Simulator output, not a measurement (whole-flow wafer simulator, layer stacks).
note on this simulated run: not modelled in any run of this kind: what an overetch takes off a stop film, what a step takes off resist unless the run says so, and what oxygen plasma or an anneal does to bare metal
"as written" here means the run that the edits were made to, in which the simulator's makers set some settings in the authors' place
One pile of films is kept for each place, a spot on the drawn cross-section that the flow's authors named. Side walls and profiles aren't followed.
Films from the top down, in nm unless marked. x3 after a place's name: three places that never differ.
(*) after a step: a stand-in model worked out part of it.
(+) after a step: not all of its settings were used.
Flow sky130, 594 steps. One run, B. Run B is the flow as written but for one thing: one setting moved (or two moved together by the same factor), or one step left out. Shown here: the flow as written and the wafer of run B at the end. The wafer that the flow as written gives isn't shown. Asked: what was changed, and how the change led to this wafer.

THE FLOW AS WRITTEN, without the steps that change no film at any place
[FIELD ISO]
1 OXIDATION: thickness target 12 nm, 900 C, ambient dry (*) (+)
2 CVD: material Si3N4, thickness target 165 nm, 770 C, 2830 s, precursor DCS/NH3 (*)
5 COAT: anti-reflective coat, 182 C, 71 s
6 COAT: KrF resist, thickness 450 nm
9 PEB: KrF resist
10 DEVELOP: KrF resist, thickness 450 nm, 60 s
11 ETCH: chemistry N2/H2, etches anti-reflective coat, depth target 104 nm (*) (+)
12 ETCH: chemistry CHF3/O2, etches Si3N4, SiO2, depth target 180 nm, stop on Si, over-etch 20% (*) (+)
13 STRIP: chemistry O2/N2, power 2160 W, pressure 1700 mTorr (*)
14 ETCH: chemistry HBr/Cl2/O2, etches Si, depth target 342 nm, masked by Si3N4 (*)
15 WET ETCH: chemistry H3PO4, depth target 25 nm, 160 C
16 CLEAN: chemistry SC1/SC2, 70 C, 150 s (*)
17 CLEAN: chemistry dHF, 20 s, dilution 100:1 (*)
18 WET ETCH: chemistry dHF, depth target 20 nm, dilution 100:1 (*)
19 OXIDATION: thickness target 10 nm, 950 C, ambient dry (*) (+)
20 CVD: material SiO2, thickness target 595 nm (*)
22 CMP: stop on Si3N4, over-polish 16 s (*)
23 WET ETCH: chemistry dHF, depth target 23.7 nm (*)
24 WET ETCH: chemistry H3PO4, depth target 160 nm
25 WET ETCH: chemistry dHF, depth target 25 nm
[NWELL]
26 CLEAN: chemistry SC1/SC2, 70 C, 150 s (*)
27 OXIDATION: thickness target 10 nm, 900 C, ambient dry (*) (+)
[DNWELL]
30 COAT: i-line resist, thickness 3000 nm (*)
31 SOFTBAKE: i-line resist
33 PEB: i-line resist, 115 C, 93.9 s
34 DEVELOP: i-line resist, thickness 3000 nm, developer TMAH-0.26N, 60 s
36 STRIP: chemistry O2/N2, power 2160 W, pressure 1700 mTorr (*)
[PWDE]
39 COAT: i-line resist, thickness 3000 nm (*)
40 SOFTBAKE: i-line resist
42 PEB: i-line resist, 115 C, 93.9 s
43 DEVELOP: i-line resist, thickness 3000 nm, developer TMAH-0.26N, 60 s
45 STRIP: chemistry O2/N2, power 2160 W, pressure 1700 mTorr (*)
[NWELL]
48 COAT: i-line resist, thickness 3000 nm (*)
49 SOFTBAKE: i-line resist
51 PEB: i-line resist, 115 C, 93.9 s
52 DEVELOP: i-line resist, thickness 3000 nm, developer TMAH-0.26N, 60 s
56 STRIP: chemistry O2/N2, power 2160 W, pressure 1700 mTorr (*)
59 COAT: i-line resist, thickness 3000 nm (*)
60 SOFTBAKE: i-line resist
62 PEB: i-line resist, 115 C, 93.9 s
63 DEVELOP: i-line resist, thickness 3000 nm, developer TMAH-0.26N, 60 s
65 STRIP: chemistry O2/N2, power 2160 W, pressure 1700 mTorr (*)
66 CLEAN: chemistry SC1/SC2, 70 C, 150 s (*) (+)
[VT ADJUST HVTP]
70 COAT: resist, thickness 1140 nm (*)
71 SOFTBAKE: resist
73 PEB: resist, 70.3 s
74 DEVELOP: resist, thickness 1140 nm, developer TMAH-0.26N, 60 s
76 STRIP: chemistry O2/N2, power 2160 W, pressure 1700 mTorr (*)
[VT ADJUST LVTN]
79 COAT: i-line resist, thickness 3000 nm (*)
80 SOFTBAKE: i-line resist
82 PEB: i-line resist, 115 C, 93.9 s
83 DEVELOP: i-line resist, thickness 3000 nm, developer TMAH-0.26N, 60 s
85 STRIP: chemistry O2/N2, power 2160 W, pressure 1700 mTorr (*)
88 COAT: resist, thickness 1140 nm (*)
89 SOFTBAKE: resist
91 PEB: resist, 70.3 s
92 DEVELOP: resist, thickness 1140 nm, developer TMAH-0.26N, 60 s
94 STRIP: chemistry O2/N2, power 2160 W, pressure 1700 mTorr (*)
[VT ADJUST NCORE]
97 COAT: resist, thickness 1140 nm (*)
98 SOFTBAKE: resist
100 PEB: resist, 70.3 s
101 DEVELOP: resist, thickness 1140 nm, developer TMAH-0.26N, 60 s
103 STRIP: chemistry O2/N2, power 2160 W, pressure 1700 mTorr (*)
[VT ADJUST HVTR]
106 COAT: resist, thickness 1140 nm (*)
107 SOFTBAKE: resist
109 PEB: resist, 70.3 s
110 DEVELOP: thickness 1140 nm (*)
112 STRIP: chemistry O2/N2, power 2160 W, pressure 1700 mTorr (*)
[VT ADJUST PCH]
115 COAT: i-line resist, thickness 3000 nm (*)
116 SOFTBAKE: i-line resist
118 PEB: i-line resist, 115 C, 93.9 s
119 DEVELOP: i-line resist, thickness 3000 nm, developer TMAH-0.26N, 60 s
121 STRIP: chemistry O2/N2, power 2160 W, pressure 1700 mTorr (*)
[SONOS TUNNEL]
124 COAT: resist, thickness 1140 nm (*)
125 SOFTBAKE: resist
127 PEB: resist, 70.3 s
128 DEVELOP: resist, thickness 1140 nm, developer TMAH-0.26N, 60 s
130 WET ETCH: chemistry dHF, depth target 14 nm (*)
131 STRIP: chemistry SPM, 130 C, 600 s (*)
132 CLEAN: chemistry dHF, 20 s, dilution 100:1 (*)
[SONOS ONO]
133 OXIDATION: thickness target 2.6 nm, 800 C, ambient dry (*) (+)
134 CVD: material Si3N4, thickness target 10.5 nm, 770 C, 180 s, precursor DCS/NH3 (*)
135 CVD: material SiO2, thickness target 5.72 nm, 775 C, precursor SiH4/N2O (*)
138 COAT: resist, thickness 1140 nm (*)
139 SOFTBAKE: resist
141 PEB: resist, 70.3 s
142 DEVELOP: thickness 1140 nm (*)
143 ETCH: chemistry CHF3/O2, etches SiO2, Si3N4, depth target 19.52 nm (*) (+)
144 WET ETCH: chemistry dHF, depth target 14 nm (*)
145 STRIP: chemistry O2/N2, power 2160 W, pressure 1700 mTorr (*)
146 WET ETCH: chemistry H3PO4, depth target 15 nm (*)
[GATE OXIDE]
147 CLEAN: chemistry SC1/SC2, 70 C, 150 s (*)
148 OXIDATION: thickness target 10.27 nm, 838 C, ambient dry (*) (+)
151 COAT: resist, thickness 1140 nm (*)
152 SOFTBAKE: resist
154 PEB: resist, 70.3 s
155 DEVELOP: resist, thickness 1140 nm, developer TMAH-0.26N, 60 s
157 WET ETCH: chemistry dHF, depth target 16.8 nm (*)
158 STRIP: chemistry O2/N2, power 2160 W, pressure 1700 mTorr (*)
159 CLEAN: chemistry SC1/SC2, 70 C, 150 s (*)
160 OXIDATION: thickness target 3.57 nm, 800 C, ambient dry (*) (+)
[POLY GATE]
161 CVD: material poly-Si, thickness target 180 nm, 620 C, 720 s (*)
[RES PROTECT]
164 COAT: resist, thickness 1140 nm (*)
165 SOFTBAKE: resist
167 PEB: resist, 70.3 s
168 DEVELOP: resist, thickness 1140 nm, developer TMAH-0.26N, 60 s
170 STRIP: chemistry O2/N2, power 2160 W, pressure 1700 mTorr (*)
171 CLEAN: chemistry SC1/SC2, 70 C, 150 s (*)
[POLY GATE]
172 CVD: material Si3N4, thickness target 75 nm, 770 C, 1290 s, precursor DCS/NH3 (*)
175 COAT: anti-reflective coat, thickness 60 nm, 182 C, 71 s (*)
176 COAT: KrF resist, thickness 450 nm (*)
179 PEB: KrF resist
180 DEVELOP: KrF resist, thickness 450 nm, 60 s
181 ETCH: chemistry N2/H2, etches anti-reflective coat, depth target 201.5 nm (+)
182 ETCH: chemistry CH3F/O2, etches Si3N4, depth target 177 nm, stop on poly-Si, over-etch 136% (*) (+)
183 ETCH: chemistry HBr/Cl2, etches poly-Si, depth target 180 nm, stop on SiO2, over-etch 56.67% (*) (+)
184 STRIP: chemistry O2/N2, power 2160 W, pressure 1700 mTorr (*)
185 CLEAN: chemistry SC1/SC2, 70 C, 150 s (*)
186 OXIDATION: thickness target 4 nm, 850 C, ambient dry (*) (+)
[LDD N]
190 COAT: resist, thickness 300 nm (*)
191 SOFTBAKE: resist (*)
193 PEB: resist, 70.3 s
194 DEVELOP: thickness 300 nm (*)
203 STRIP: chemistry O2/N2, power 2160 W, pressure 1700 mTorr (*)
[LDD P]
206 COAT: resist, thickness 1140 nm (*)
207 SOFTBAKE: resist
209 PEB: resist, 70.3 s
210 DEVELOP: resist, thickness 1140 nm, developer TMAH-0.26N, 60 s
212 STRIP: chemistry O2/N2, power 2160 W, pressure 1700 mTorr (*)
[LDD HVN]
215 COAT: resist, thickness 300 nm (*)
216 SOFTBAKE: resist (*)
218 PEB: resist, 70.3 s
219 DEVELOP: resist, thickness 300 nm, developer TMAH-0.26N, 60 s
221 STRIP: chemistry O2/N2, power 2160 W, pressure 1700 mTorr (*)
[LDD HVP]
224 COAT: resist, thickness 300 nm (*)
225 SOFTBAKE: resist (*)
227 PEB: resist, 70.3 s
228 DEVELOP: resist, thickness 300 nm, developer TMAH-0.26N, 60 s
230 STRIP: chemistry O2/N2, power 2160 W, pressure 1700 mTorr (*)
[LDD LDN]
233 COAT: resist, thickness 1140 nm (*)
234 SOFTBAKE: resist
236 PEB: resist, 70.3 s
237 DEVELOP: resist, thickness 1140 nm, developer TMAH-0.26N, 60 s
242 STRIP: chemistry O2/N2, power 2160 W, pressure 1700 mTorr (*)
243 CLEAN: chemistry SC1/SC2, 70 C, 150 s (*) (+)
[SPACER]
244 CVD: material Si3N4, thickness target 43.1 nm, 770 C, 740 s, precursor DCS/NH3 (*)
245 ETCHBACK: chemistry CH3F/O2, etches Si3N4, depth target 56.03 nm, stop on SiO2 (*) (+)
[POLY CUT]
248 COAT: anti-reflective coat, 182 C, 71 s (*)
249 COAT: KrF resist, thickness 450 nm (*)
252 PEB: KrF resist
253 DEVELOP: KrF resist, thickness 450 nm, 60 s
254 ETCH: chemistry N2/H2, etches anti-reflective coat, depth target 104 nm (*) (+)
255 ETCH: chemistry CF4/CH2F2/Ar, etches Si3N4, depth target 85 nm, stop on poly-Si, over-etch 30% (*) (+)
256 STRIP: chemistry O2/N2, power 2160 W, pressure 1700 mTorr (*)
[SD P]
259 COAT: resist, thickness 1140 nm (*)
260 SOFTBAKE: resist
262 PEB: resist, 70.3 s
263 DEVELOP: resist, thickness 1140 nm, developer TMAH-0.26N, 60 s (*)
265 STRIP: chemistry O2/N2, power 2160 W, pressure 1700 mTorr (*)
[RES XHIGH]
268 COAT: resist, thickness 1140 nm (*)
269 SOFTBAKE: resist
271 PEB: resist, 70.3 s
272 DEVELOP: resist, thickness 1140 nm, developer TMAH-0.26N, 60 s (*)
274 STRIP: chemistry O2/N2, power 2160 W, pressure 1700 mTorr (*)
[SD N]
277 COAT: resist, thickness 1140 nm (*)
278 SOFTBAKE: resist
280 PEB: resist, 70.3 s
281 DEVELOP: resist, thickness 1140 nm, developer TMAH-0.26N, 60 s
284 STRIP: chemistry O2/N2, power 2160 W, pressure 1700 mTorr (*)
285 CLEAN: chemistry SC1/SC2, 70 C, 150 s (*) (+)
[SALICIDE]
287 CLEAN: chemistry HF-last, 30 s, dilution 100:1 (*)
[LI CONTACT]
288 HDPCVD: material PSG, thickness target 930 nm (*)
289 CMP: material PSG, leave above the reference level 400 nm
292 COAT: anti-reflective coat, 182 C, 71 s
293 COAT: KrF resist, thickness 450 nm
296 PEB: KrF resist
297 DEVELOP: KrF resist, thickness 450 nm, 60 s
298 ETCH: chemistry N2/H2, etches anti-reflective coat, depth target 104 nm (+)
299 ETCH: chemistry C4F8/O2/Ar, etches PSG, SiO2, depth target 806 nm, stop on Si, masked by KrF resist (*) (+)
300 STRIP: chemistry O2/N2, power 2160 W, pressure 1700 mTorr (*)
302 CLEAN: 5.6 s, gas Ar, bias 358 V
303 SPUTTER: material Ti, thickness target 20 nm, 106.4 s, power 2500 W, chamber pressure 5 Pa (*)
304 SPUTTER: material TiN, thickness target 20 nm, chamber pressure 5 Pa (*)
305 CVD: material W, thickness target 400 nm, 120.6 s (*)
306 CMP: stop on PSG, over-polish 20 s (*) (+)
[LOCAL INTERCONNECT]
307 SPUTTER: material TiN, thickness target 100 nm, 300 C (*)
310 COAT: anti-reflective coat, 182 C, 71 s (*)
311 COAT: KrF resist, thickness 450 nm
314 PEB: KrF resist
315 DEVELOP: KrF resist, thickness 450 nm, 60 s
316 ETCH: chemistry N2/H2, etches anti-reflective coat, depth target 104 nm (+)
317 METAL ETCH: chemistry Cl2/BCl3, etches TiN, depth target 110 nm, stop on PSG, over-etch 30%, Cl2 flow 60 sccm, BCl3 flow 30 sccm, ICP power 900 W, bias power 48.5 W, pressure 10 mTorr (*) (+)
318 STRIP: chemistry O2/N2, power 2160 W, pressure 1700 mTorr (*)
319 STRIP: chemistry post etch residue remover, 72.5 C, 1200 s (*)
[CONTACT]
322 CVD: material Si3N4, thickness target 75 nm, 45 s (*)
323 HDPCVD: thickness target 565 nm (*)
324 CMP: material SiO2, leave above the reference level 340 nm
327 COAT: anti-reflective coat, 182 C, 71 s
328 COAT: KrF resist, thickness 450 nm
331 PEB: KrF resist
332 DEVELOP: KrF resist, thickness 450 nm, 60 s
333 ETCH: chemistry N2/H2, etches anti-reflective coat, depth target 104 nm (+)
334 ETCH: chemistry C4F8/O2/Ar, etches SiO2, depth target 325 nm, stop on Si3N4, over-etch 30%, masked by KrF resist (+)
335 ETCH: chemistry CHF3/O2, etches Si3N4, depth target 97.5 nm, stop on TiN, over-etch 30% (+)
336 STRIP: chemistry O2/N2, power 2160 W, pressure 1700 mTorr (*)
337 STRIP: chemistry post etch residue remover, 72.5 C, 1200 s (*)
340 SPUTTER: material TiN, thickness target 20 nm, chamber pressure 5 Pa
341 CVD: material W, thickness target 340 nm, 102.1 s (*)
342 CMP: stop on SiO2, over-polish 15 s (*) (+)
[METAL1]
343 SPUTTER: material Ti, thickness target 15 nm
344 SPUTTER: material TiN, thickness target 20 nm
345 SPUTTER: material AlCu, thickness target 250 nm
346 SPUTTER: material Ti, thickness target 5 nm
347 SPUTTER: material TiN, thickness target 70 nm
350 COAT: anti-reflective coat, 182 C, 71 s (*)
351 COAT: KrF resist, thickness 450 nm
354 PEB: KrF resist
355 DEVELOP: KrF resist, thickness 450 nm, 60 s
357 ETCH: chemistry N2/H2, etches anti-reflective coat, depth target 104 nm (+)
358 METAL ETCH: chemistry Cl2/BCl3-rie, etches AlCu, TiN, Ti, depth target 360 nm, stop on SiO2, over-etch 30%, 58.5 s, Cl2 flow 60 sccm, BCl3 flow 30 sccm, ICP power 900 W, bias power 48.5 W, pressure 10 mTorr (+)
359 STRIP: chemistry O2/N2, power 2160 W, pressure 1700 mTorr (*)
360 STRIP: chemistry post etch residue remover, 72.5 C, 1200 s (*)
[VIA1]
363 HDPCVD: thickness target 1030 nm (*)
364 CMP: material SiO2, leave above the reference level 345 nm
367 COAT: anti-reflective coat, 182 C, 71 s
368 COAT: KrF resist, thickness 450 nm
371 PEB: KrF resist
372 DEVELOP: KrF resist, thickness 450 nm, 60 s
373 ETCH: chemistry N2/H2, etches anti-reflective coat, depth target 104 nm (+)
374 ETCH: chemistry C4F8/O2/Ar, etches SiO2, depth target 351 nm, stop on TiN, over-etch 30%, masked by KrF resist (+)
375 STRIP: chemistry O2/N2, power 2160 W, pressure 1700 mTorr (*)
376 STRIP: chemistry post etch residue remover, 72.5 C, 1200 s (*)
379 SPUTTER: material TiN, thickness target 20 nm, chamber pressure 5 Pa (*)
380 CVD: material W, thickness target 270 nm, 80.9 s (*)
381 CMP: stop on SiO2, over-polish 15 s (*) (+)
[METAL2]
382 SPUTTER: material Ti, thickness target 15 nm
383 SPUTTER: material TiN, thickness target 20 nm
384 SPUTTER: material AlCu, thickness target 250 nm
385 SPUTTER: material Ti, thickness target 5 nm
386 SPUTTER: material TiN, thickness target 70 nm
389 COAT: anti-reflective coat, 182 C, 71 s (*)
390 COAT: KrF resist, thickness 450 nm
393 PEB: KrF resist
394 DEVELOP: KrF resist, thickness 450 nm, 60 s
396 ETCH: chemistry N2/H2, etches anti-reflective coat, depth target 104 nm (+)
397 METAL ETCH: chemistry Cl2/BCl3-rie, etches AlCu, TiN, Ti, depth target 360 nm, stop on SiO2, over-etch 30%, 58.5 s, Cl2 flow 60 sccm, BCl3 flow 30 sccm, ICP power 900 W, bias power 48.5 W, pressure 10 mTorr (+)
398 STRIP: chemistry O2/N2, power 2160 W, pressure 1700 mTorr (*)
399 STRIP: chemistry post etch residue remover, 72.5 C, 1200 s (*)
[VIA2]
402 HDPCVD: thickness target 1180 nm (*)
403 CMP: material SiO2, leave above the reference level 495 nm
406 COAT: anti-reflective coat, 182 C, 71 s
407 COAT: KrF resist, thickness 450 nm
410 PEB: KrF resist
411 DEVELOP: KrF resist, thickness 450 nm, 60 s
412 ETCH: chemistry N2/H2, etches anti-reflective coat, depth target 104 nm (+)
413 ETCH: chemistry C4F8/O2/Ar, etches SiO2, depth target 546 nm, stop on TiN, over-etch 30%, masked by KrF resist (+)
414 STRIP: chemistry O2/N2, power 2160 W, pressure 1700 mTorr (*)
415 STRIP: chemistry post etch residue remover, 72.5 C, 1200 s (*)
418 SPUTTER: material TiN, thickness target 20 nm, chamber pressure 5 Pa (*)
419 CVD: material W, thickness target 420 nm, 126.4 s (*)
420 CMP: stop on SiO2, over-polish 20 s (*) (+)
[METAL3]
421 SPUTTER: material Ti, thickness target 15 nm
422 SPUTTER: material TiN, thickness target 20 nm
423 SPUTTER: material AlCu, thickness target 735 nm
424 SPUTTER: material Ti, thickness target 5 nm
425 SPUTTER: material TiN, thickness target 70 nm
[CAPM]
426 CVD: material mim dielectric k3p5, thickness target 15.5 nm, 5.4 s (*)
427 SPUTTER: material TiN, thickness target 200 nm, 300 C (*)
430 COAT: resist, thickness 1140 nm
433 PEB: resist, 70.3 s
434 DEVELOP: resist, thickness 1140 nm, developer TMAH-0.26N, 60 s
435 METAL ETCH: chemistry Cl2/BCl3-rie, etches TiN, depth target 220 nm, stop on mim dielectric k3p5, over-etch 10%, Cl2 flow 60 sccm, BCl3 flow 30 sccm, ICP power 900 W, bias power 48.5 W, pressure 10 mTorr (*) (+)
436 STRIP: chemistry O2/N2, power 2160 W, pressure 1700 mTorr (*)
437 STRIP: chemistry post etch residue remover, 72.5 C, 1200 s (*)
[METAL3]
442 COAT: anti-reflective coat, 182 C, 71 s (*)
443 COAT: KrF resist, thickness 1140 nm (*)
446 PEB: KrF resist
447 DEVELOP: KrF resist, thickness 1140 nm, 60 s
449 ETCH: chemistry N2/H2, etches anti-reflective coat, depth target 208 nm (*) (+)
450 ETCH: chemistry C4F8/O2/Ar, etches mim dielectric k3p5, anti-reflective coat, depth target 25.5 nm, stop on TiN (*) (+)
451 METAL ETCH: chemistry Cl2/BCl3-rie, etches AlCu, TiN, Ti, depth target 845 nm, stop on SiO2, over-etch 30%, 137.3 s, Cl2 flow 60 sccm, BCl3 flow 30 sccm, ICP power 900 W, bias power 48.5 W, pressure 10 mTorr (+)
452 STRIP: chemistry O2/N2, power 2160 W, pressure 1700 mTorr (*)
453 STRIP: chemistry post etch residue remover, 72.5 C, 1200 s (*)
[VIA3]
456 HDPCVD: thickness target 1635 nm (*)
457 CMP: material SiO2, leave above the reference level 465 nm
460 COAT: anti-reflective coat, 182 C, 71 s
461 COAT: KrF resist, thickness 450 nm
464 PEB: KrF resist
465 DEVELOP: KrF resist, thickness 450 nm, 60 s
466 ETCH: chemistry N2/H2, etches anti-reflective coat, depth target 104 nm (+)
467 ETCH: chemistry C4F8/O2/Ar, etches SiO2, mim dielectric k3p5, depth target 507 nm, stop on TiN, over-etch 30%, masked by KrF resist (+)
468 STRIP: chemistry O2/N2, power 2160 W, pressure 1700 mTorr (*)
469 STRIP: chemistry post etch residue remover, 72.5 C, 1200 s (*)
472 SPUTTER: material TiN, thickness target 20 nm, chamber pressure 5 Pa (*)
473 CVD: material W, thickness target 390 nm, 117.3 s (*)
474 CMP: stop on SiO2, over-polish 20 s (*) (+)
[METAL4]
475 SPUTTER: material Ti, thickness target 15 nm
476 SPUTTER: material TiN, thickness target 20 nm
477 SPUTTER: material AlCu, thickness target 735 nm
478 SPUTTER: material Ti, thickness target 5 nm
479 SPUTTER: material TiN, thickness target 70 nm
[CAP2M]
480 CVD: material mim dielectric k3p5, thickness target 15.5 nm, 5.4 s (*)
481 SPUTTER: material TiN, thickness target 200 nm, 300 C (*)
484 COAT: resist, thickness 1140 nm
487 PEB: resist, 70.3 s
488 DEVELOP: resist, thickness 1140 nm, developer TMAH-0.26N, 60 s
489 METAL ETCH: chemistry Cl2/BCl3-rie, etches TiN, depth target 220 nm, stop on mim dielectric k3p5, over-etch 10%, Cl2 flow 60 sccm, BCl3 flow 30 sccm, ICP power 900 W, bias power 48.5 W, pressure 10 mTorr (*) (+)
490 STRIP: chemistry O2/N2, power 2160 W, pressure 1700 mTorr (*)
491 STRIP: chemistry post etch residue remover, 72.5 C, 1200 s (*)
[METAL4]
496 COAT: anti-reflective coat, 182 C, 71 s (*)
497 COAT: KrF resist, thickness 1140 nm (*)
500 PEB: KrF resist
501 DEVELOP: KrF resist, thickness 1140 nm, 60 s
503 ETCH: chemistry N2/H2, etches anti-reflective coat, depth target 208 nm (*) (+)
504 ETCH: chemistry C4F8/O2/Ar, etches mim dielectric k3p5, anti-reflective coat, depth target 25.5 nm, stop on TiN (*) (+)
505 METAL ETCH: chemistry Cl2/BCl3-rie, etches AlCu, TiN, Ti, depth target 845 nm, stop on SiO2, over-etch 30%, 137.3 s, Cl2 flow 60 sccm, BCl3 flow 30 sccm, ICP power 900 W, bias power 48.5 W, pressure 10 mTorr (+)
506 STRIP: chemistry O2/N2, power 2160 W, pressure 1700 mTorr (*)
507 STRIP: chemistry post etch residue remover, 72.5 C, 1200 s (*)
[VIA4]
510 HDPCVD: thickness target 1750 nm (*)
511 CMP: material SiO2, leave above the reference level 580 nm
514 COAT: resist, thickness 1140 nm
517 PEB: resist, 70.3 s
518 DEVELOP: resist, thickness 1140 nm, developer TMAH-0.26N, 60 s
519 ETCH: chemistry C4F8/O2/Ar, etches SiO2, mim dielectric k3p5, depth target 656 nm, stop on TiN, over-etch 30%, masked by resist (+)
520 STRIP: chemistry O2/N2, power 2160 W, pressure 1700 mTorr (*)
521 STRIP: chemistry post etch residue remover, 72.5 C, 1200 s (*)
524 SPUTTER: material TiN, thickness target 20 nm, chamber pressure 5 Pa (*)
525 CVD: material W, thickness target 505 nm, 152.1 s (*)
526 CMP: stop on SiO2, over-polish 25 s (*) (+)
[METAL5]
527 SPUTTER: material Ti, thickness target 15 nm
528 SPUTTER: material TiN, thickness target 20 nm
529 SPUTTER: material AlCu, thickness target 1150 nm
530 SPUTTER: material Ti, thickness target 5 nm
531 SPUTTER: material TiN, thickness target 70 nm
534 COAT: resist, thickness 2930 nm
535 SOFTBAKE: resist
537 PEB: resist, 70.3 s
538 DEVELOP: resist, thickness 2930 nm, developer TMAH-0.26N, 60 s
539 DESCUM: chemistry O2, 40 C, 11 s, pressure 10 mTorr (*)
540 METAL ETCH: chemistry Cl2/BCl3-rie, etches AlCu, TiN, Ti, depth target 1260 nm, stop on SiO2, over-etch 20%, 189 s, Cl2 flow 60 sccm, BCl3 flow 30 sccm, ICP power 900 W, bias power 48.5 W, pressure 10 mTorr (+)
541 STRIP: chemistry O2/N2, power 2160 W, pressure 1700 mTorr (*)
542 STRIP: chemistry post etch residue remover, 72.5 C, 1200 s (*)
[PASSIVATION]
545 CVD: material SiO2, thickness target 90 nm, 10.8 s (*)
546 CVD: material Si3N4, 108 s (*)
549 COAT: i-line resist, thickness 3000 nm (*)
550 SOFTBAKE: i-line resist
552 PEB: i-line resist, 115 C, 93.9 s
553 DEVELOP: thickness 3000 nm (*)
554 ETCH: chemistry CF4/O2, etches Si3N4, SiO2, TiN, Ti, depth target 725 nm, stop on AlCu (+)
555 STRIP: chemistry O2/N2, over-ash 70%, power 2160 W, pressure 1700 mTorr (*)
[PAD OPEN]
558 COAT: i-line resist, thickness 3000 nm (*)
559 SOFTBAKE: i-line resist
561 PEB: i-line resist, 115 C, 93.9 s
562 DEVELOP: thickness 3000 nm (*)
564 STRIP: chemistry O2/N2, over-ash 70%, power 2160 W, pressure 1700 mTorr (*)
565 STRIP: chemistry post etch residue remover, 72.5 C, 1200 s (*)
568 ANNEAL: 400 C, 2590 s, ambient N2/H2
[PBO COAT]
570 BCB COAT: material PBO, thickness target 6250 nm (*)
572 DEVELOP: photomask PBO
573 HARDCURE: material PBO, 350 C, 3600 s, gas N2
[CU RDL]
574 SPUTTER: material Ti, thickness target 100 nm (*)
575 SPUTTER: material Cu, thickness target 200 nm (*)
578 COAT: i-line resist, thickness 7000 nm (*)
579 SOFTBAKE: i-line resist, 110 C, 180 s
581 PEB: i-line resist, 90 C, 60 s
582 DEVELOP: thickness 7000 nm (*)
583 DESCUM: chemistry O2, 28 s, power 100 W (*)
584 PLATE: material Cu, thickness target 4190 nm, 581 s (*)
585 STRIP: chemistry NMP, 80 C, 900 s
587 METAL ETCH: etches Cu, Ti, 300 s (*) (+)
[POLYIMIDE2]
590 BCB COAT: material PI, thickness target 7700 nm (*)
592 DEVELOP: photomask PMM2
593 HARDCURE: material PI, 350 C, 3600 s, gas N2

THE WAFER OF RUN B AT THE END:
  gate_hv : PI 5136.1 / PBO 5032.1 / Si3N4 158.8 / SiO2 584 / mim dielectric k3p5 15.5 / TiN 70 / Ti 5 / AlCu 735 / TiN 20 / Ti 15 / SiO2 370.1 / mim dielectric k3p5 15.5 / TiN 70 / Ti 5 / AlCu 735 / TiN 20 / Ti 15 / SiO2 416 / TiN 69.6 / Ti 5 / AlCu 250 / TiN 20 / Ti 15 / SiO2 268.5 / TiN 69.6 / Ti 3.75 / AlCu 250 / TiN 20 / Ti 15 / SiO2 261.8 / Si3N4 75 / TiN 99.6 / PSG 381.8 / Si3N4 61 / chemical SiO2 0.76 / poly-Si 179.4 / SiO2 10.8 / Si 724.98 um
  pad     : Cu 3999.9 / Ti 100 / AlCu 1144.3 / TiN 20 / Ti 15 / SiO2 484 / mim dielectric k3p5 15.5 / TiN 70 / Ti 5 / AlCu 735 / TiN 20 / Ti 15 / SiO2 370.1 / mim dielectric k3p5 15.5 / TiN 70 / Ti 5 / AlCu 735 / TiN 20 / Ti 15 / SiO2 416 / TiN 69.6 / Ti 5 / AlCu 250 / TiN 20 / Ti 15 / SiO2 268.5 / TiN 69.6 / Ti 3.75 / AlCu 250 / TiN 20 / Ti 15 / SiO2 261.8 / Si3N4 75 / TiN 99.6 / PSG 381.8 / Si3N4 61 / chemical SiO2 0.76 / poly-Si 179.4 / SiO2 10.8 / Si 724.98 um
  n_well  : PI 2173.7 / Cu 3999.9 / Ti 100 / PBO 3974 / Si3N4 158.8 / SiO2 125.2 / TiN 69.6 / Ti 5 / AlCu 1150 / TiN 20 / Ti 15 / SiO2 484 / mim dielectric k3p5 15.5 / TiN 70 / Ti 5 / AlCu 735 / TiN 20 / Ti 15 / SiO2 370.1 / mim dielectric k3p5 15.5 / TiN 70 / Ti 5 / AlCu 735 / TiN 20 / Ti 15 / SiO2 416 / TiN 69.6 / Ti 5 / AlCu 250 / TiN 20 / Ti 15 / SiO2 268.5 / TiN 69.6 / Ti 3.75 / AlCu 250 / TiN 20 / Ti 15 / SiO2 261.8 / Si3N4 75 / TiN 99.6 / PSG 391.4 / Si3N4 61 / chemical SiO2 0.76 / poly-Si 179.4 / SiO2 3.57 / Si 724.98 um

The cause: step 346, SPUTTER: thickness target 3.75 nm was run, where the flow has thickness target 5 nm.
It can be read off the wafer: gate_hv has Ti 3.75, and step 346 as written asks for 5 nm.

How the change led to this, step by step:
  346 SPUTTER: material Ti, thickness target 5 nm
      field, active, n_well and 188 more: Ti +3.75 (new film) (as written it would be: Ti +5 (new film))
  358 METAL ETCH: chemistry Cl2/BCl3-rie, etches AlCu, TiN, Ti, depth target 360 nm, stop on SiO2, over-etch 30%, 58.5 s, Cl2 flow 60 sccm, BCl3 flow 30 sccm, ICP power 900 W, bias power 48.5 W, pressure 10 mTorr (+)
      field, active, gate and 81 more: TiN -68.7 (all of it), Ti -3.75 (all of it), AlCu -250 (all of it), TiN -20 (all of it), Ti -15 (all of it), SiO2 -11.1 (as written it would be: TiN -68.7 (all of it), Ti -5 (all of it), AlCu -250 (all of it), TiN -20 (all of it), Ti -15 (all of it), SiO2 -10.9)
